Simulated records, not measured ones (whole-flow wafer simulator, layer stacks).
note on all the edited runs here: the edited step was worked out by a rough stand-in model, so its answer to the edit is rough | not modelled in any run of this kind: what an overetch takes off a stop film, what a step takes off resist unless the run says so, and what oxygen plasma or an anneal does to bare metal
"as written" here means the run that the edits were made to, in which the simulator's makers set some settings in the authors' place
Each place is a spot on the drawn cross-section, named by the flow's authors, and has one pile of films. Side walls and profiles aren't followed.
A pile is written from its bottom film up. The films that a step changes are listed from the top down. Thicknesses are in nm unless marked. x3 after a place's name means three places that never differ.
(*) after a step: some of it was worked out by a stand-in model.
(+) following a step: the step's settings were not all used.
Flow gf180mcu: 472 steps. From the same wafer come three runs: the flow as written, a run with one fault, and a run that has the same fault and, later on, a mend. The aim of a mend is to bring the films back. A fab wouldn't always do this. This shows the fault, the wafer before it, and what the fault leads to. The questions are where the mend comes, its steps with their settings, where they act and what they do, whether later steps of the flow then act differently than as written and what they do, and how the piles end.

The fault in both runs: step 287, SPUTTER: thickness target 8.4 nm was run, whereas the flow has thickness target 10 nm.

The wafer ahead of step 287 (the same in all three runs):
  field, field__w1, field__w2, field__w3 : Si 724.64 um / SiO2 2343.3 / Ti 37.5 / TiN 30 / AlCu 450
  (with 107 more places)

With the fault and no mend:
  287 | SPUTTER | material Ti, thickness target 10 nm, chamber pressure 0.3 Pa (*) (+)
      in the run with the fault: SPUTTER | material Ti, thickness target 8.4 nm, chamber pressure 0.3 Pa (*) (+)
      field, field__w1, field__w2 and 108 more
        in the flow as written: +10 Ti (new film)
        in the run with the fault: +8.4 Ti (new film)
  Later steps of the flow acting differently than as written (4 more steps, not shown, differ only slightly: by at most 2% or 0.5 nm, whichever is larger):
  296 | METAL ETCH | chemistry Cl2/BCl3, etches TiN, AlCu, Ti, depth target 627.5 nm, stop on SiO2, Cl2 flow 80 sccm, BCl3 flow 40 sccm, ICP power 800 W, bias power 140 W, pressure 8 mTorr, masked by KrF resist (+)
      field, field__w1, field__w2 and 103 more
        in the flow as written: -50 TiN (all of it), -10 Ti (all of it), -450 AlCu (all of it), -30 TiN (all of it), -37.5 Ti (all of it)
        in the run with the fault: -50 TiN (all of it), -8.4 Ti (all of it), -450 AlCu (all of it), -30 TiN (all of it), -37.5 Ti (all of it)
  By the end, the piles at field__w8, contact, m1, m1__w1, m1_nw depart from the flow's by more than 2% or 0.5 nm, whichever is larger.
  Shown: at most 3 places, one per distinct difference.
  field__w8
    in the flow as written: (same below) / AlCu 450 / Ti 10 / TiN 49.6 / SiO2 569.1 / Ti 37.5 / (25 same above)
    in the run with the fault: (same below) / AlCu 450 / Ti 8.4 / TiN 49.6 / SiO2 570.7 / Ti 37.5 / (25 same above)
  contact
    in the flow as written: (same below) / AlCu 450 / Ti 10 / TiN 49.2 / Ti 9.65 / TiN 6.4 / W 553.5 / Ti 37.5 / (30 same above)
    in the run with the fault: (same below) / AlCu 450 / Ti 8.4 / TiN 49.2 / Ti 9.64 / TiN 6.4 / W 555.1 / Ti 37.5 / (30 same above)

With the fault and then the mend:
  The mend follows step 287.
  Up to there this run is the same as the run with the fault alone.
  287a | SPUTTER | material Ti, thickness target 1.6 nm, chamber pressure 0.3 Pa (*) (+) (a further turn of the flow's step 287, with different settings)
      field, field__w1, field__w2 and 108 more
        +1.6 Ti
  Every later step of the flow that is run acts as written at every place that is followed.
  By the end, the piles equal the flow's at every place that both follow.
